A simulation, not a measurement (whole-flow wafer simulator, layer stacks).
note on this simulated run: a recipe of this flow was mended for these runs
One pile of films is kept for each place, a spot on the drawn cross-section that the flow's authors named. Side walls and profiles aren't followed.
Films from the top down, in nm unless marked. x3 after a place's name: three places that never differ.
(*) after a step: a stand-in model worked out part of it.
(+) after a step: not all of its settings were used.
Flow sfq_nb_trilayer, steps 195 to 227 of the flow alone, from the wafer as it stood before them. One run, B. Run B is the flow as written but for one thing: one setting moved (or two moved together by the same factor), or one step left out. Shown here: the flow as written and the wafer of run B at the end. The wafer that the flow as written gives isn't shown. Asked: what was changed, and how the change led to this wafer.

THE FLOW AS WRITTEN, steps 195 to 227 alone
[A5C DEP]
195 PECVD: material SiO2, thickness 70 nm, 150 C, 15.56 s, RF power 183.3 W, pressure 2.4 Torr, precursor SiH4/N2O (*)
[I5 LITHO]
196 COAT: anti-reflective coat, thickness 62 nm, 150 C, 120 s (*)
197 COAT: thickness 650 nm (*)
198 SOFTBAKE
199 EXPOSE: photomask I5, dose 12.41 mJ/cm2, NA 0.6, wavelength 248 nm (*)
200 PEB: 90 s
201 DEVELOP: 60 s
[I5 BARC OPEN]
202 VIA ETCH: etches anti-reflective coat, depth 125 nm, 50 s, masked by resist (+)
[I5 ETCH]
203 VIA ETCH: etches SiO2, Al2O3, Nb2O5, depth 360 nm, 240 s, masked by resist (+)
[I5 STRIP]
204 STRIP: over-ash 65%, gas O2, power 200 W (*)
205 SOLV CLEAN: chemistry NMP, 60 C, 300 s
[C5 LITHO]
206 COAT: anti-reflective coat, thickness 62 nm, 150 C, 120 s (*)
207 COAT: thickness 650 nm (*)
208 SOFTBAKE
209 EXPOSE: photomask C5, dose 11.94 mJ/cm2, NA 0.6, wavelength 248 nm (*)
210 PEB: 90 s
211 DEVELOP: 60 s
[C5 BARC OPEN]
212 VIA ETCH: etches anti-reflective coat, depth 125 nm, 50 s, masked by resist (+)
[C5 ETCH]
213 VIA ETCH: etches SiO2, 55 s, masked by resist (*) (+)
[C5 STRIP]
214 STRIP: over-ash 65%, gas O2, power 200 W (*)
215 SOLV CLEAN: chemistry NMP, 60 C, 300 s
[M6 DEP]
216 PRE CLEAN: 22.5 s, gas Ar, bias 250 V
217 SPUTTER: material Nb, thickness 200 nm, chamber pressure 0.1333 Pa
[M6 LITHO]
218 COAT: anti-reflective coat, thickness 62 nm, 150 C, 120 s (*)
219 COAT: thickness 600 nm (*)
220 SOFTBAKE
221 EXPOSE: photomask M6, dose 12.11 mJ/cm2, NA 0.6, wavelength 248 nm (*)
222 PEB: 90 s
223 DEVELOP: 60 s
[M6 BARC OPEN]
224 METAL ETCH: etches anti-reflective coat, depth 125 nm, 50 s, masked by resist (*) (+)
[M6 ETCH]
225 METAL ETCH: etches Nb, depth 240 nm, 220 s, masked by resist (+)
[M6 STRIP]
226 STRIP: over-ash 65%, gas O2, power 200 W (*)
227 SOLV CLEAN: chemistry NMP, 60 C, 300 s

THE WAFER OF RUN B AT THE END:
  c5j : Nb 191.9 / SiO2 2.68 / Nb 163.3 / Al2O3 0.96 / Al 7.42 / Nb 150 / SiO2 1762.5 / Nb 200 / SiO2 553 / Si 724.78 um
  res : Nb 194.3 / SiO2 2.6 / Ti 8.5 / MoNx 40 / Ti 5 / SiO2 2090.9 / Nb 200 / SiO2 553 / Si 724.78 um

The cause: step 213, VIA ETCH: 39 s was run, where the flow has 55 s.

How the change led to this, step by step:
  213 VIA ETCH: etches SiO2, 55 s, masked by resist (*) (+)
      c5j: SiO2 -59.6 (as written it would be: SiO2 -69.7 (all of it), Nb -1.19)
      res: SiO2 -59.6 (as written it would be: SiO2 -69.7 (all of it), Ti -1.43)
      (and at 104 more places)
  216 PRE CLEAN: 22.5 s, gas Ar, bias 250 V
      c5j: SiO2 -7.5 (as written it would be: Nb -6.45)
      res: SiO2 -7.5 (as written it would be: Ti -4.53)
  217 SPUTTER: material Nb, thickness 200 nm, chamber pressure 0.1333 Pa
      c5j: Nb +191.9 (new film) (as written it would be: Nb +188.4)
  218 COAT: anti-reflective coat, thickness 62 nm, 150 C, 120 s (*)
      jj_sur: anti-reflective coat +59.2 (new film) (as written it would be: anti-reflective coat +57.9 (new film))
      ce_l: anti-reflective coat +59.2 (new film) (as written it would be: anti-reflective coat +56.7 (new film))
      (and at 6 more places)
  226 STRIP: over-ash 65%, gas O2, power 200 W (*)
      jj_sur: KrF-resist-other-grade -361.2 (all of it), anti-reflective coat -59.2 (all of it) (as written it would be: KrF-resist-other-grade -361.7 (all of it), anti-reflective coat -57.9 (all of it))
      ce_l: KrF-resist-other-grade -368.3 (all of it), anti-reflective coat -59.2 (all of it) (as written it would be: KrF-resist-other-grade -369.7 (all of it), anti-reflective coat -56.7 (all of it))
      (and at 6 more places)
Counting metal films that touch as one body, c5j has 4 bodies (between them, from the top down: SiO2 2.68; Al2O3 0.96; SiO2 1762.5); the flow as written gives 3 bodies (between them, from the top down: Al2O3 0.96; SiO2 1762.5).
Counting metal films that touch as one body, res has 3 bodies (between them, from the top down: SiO2 2.6; SiO2 2090.9); the flow as written gives 2 bodies (between them, from the top down: SiO2 2090.9).
